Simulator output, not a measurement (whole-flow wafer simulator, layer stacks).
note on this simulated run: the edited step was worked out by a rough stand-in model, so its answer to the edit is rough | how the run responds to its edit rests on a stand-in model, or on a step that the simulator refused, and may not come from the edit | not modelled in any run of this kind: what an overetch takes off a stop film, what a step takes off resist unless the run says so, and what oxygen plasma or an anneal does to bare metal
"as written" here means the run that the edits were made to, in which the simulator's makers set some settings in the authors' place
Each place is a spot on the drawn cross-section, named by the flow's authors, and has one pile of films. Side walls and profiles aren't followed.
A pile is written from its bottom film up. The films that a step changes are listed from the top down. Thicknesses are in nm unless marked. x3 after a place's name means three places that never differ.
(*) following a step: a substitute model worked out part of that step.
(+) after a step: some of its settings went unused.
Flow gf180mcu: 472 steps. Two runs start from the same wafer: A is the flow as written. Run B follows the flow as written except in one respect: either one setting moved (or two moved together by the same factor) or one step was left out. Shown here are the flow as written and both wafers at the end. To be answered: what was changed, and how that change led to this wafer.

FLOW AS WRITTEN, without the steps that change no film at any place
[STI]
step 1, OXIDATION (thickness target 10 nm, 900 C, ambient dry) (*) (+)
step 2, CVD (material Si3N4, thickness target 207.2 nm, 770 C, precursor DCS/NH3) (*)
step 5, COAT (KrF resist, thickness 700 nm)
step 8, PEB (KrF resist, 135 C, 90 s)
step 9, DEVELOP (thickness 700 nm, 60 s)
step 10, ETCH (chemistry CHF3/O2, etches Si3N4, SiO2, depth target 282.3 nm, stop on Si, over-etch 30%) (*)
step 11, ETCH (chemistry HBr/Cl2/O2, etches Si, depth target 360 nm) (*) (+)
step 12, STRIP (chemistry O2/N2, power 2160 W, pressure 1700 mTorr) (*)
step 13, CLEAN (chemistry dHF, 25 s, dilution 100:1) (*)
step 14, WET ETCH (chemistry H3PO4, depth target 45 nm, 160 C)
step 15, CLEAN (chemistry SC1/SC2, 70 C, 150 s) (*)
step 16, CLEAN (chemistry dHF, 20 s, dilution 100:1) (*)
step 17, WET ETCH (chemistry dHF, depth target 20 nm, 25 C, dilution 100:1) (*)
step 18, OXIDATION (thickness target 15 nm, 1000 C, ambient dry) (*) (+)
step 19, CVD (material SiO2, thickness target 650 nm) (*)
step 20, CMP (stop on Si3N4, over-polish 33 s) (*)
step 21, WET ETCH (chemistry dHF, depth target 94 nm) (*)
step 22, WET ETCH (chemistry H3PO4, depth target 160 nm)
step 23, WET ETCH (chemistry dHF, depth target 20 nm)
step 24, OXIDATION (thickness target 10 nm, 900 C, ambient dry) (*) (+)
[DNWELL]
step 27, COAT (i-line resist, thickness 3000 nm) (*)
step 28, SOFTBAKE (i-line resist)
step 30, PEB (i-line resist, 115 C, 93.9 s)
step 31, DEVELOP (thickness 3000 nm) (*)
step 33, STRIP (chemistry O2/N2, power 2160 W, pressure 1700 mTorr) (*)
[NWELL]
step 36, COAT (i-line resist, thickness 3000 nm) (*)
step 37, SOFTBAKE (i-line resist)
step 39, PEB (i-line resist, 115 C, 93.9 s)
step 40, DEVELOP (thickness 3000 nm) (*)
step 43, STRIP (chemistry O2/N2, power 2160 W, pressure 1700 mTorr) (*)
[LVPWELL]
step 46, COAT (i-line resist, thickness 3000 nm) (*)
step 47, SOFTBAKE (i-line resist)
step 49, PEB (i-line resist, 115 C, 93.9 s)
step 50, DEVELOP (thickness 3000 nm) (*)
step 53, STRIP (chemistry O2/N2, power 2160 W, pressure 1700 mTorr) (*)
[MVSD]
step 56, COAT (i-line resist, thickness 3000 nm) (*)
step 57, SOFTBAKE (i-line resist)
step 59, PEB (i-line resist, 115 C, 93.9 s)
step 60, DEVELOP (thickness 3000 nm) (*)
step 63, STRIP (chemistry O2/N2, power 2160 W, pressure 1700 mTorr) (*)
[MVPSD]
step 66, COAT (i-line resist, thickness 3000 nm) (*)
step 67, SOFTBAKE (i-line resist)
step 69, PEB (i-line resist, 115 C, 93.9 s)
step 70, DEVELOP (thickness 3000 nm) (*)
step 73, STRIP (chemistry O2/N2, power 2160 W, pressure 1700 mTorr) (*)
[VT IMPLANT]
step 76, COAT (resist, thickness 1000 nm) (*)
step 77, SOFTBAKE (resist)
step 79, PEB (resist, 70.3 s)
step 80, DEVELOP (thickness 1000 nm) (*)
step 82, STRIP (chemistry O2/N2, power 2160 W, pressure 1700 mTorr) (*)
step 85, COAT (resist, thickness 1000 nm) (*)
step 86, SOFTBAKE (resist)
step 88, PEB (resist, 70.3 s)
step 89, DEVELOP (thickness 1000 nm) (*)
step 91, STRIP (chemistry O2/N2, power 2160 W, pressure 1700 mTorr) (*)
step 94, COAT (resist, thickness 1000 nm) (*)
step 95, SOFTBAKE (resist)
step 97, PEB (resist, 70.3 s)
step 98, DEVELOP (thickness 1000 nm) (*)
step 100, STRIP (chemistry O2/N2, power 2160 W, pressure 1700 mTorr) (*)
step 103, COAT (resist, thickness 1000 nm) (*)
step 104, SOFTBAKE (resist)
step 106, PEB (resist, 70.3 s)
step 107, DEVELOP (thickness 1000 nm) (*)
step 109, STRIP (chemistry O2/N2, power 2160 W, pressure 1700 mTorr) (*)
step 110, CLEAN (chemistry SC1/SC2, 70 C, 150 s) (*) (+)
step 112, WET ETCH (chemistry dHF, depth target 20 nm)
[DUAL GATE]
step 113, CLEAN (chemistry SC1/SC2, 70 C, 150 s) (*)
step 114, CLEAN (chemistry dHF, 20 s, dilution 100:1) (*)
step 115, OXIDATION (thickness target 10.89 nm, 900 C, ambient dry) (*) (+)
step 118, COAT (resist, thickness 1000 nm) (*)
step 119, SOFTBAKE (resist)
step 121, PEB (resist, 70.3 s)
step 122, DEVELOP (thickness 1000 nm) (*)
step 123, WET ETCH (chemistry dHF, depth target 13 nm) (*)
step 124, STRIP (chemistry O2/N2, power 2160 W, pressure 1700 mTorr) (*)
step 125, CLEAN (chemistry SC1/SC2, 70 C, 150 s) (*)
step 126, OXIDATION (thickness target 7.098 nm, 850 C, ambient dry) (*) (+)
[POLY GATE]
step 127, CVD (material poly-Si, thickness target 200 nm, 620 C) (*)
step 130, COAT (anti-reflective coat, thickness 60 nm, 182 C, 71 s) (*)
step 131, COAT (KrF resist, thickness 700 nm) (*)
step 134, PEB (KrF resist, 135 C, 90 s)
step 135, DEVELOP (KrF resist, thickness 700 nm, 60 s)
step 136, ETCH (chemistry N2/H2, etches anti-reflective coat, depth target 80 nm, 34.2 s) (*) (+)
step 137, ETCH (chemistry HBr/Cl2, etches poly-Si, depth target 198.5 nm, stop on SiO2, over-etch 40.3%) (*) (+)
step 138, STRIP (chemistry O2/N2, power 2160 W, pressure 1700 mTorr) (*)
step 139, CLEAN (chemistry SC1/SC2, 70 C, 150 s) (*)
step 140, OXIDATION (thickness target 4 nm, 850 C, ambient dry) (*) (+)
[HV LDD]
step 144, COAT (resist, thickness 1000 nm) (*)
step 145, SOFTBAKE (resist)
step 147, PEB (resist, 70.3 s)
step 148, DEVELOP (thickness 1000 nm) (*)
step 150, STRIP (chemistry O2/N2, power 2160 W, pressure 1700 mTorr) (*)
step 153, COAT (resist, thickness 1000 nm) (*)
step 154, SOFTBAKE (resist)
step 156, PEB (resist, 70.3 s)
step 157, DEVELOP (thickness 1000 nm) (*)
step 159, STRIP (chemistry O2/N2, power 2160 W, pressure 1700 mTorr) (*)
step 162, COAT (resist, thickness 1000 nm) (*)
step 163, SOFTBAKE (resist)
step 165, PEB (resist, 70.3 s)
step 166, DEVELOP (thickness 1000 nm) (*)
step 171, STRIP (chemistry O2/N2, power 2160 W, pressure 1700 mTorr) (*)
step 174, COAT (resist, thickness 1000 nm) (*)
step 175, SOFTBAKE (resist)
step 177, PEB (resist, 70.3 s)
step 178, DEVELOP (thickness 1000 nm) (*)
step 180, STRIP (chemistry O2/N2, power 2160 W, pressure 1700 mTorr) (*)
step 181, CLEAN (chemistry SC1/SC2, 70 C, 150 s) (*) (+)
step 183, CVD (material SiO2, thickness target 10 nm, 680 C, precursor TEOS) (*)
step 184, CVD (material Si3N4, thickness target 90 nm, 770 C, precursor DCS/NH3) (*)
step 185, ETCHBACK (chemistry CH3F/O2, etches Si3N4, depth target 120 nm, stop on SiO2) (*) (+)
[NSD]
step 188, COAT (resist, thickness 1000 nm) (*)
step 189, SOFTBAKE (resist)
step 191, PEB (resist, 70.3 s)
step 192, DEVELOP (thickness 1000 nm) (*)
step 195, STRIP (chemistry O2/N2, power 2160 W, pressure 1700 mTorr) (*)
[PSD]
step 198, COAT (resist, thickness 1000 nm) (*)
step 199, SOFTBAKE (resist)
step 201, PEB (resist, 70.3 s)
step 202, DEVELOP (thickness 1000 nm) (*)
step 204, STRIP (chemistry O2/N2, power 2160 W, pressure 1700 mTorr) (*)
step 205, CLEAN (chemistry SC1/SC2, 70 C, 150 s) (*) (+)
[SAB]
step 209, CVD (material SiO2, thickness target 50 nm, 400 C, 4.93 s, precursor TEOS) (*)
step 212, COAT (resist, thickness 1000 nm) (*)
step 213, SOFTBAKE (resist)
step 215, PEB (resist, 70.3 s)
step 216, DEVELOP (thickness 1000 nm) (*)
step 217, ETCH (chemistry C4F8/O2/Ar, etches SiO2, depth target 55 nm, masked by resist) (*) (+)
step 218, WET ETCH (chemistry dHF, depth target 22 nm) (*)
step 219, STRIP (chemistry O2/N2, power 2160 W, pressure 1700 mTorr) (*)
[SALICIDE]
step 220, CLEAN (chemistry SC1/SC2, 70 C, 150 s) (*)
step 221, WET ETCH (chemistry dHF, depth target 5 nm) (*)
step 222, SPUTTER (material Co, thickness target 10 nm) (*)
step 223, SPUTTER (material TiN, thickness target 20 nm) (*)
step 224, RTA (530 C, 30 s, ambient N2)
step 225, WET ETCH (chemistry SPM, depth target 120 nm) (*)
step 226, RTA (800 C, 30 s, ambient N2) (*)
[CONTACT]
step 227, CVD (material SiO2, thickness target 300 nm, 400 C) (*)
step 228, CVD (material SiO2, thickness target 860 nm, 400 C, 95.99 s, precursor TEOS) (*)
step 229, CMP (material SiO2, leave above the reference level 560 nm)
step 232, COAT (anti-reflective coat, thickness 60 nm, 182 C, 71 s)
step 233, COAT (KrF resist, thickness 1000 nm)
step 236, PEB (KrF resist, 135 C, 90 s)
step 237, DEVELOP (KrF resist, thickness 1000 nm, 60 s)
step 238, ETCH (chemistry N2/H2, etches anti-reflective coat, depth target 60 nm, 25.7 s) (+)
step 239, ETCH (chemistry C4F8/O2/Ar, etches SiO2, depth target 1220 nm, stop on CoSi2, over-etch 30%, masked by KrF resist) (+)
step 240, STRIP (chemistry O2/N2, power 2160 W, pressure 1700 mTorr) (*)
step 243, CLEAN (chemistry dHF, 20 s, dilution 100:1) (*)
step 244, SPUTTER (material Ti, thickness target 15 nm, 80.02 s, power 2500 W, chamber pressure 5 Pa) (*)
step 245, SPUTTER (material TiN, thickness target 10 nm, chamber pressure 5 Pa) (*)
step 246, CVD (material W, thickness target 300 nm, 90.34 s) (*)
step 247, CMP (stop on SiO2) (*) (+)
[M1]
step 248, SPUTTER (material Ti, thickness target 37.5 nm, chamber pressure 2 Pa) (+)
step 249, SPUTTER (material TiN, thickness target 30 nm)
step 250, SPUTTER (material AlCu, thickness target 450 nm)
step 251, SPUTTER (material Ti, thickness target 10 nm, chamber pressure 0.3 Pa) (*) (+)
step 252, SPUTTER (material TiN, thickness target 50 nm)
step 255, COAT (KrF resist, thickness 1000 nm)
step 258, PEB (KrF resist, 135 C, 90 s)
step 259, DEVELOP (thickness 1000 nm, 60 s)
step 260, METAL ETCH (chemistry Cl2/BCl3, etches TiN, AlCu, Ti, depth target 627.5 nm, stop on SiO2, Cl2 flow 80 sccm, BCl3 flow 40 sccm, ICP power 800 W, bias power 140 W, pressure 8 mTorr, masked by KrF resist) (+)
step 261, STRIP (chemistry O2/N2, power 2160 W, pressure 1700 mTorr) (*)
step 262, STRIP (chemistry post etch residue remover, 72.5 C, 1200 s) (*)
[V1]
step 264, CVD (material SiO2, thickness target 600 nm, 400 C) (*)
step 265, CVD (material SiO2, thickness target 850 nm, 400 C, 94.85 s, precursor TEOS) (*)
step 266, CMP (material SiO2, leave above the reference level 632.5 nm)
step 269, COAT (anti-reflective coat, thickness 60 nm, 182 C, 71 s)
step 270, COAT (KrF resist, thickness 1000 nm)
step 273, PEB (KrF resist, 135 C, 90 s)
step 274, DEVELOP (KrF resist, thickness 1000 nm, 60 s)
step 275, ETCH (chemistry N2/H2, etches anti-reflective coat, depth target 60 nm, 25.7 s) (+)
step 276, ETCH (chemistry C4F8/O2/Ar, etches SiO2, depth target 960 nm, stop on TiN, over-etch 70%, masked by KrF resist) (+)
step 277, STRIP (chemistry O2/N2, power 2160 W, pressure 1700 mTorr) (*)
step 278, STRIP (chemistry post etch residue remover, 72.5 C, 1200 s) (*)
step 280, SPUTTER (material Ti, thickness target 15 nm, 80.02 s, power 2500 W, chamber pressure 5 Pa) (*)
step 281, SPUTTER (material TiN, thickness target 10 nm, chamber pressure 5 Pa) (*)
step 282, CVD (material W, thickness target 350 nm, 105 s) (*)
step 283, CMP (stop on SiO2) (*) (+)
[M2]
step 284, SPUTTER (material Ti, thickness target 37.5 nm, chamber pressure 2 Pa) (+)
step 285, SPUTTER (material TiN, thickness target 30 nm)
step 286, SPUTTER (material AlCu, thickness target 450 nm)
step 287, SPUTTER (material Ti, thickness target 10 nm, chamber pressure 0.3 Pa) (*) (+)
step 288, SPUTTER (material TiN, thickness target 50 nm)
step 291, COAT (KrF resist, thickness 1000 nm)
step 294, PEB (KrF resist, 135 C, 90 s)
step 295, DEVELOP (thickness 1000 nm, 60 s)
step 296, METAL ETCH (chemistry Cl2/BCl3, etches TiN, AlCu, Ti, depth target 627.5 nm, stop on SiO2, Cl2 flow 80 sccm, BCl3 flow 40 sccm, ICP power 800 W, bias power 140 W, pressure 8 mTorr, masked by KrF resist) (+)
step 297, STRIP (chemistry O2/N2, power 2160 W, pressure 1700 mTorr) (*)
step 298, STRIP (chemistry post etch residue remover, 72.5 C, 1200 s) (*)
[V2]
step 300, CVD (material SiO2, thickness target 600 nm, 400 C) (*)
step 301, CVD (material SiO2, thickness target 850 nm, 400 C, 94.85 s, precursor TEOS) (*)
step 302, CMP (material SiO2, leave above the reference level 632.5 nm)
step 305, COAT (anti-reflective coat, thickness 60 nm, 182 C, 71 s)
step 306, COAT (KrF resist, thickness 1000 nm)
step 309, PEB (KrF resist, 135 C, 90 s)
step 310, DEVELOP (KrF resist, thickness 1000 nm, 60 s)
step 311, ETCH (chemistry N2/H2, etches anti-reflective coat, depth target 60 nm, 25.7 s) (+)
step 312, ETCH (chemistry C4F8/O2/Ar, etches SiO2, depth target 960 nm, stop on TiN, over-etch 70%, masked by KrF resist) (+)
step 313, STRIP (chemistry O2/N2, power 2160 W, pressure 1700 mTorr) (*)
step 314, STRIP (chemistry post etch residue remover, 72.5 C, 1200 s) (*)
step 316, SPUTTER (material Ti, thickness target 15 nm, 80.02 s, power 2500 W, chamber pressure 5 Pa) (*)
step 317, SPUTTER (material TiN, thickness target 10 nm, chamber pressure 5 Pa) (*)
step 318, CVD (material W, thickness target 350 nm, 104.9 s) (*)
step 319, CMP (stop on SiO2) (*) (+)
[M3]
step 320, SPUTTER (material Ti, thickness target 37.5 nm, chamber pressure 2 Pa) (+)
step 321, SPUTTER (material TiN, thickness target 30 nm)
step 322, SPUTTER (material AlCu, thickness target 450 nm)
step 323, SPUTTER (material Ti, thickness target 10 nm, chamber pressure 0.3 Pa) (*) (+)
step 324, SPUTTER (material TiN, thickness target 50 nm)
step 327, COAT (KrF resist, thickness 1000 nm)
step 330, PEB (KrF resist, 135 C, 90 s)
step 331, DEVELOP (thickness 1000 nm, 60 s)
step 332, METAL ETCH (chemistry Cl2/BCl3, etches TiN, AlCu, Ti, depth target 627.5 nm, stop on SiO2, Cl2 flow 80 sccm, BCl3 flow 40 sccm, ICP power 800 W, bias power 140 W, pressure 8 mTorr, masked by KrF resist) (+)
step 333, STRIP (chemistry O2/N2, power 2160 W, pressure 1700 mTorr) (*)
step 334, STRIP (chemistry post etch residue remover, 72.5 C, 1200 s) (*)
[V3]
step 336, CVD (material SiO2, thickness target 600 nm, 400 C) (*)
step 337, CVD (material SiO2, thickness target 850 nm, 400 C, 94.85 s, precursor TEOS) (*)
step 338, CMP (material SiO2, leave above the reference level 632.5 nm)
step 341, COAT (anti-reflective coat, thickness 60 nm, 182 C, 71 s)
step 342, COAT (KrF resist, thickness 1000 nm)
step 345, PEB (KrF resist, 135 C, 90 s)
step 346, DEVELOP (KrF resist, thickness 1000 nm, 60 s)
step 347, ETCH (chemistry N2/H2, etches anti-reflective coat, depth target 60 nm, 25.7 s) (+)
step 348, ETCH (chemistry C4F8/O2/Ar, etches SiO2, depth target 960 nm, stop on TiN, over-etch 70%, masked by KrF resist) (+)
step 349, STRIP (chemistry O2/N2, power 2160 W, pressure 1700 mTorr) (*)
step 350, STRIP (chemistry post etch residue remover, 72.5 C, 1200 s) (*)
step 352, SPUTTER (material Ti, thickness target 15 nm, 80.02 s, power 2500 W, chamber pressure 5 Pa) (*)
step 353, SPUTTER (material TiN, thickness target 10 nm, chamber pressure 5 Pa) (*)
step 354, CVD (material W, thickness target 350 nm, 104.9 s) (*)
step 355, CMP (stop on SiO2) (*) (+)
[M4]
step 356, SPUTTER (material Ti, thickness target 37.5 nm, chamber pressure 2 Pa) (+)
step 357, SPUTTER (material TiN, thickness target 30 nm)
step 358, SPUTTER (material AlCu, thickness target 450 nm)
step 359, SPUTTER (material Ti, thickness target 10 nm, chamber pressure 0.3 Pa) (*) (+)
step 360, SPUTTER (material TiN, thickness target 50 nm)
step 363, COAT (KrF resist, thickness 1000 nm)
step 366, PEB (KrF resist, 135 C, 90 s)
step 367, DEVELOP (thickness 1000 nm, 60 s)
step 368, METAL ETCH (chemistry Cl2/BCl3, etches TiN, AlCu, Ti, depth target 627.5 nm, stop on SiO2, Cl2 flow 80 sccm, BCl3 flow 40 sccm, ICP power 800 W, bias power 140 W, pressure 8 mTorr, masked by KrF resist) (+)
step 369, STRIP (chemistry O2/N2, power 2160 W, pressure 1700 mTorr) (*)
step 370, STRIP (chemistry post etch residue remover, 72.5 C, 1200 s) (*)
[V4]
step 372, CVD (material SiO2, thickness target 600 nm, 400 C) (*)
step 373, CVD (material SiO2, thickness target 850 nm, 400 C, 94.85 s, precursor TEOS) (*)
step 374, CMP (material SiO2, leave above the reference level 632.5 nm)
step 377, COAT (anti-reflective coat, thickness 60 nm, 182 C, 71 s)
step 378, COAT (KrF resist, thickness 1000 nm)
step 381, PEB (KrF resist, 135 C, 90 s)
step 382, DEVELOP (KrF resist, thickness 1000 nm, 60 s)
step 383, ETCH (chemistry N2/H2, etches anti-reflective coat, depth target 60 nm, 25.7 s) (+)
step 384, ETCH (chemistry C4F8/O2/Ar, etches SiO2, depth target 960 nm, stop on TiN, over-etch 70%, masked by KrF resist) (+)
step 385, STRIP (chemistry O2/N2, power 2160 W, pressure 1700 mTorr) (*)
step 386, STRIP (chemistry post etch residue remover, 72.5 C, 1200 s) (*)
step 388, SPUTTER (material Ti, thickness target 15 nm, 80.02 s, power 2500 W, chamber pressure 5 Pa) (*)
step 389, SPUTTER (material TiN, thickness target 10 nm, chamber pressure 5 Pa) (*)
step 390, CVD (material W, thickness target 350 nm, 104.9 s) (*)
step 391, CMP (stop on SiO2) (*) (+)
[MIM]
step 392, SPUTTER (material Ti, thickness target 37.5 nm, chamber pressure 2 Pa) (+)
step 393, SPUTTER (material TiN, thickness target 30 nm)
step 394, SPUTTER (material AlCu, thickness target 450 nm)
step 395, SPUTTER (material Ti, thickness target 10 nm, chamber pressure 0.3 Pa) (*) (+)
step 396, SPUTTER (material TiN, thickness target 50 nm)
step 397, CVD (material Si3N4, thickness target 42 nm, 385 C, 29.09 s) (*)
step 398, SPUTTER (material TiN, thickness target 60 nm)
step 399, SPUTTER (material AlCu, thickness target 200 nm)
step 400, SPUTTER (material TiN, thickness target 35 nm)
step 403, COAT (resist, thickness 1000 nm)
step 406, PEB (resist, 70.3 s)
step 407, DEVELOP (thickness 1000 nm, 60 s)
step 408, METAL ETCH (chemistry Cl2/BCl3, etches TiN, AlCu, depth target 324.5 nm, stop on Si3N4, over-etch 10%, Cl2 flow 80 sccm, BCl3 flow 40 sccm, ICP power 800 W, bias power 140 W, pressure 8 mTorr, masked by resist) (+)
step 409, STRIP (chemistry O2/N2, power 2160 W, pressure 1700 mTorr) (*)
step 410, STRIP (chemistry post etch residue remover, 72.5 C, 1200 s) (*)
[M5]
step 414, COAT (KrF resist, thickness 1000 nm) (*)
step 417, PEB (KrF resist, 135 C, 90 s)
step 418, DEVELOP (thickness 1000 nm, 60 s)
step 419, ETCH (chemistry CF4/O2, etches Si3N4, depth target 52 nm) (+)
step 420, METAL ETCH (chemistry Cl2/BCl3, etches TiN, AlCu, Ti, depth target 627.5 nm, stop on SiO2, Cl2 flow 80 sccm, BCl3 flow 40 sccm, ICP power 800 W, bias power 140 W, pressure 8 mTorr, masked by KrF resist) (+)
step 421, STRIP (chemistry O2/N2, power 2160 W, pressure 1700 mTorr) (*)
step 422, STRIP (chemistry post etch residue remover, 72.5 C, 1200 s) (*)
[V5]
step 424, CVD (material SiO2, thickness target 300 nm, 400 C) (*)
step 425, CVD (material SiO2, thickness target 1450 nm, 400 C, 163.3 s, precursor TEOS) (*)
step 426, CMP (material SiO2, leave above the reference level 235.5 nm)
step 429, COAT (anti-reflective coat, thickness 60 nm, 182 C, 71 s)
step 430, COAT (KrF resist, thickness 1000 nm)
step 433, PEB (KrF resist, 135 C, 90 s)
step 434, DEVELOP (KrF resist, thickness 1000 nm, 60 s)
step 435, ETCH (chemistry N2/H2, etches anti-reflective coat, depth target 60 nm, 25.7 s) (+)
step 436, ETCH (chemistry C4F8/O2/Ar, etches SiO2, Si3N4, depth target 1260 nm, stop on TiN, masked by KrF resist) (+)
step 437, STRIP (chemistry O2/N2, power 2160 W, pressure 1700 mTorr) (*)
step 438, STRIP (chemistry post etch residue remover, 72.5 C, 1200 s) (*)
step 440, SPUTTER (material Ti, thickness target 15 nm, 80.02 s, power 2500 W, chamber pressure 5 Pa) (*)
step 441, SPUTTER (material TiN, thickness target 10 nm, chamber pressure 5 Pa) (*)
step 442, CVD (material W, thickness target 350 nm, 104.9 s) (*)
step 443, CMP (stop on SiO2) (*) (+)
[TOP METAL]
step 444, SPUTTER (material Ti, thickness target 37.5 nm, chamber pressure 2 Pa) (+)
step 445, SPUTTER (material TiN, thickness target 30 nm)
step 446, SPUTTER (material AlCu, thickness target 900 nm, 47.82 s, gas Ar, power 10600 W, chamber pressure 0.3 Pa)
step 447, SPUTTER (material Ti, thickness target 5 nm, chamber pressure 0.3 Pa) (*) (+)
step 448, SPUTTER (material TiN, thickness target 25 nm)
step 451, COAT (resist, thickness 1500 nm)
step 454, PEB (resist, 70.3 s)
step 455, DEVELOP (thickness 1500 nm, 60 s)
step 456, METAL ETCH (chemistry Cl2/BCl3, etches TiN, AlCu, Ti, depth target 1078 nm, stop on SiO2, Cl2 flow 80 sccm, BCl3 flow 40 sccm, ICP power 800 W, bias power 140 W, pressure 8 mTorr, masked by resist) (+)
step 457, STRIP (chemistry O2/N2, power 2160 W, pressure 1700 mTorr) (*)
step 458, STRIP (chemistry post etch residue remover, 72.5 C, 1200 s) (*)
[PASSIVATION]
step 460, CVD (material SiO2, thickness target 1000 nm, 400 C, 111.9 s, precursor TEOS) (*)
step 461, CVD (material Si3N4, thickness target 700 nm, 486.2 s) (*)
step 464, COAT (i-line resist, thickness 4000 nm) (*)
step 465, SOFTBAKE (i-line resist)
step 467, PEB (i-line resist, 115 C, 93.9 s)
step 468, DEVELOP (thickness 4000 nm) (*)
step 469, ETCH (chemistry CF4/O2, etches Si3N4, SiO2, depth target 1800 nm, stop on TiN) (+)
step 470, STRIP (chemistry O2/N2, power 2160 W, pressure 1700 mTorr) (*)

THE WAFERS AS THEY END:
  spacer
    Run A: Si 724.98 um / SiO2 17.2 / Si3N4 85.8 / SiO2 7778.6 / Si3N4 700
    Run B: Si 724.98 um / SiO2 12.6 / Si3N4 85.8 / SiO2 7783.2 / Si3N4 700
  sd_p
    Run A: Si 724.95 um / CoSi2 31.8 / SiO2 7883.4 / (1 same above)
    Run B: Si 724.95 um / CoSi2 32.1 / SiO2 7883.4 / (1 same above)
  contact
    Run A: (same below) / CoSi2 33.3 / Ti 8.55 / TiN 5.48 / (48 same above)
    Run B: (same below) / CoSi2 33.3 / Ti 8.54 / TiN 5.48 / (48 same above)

What caused this: step 183, CVD: thickness target 5.4 nm was run, though the flow has thickness target 10 nm.

Step by step, how the change led to this:
  step 183, CVD (material SiO2, thickness target 10 nm, 680 C, precursor TEOS) (*)
      field, field__w1, field__w2 and 99 more: A +10 SiO2 | B +5.4 SiO2
      ld_drift_p: A +9.87 SiO2 | B +5.33 SiO2
      (and at 1 other place as well)
  step 189, SOFTBAKE (resist)
      field: A +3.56 resist | B -0.36 resist
      active_hv: A +2.68 resist | B -0.53 resist
      (and at 1 other place as well)
  step 199, SOFTBAKE (resist)
      field: A +3.56 resist | B -0.36 resist
      active_hv: A +2.68 resist | B -0.53 resist
      (and at 1 other place as well)
  step 218, WET ETCH (chemistry dHF, depth target 22 nm) (*)
      gate, gate_hv, gate_p and 23 more: A -5.48 SiO2 (all of it) | B -0.88 SiO2 (all of it)
      active, p_well, sd_n, iso_ptap_pw, iso_ntap_nw, iso_ptap_sub, vpnp_e: A -9.01 SiO2 (all of it) | B -4.41 SiO2 (all of it)
      (and at 16 other places as well)
  step 229, CMP (material SiO2, leave above the reference level 560 nm)
      field__w2: A -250 SiO2 | B -244.4 SiO2
      field__w3: A -232.3 SiO2 | B -226.6 SiO2
      (and at 3 other places as well)
